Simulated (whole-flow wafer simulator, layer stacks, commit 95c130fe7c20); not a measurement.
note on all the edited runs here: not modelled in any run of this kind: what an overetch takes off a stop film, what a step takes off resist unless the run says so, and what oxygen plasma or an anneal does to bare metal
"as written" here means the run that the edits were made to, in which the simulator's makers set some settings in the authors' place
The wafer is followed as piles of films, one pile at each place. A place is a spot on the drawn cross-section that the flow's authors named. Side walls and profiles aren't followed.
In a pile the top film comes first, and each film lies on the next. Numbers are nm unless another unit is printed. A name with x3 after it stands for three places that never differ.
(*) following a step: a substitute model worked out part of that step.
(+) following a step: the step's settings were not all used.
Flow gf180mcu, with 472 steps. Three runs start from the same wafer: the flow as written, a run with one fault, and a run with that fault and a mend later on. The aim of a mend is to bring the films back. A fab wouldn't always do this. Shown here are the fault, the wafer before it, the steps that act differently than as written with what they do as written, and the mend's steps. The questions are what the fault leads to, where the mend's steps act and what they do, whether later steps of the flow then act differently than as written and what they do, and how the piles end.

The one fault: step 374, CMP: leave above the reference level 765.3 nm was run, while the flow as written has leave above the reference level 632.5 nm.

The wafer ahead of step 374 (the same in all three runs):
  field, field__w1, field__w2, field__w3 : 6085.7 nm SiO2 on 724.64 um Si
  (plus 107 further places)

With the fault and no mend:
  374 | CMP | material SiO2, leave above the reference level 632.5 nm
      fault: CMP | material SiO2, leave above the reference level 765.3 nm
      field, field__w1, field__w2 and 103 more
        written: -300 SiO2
        fault: -167.2 SiO2
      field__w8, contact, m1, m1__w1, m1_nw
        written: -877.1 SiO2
        fault: -744.3 SiO2
  Steps later in the flow that act otherwise than as written (1 more step, not shown, differs only slightly: by at most 2% or 0.5 nm, whichever is larger):
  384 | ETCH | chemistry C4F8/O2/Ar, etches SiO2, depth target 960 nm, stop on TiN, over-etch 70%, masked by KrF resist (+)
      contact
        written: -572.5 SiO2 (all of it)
        fault: -705.3 SiO2 (all of it)
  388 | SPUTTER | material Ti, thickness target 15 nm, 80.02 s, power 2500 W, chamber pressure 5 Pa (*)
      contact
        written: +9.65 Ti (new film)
        fault: +8.94 Ti (new film)
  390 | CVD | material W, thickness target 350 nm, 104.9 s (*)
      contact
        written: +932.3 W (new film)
        fault: +1066.3 W (new film)
  The piles end different from the flow's at field__w4, field__w8, contact and 9 more by more than 2% or 0.5 nm, whichever is larger.
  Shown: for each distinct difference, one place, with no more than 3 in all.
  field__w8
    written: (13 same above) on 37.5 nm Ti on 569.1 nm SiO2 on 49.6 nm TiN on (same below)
    fault: (13 same above) on 37.5 nm Ti on 701.9 nm SiO2 on 49.6 nm TiN on (same below)
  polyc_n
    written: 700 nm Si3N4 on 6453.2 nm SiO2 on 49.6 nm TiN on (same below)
    fault: 700 nm Si3N4 on 6586 nm SiO2 on 49.6 nm TiN on (same below)
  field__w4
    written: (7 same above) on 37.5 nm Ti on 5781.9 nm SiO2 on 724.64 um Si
    fault: (7 same above) on 37.5 nm Ti on 5914.7 nm SiO2 on 724.64 um Si

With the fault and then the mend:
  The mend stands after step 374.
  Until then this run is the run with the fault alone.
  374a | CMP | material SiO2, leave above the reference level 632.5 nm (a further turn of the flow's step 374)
      field, field__w1, field__w2 and 108 more
        -132.8 SiO2
  Later steps of the flow that are run all act as written at every place that is followed.
  At every place that both follow, the piles at the end match the flow's.
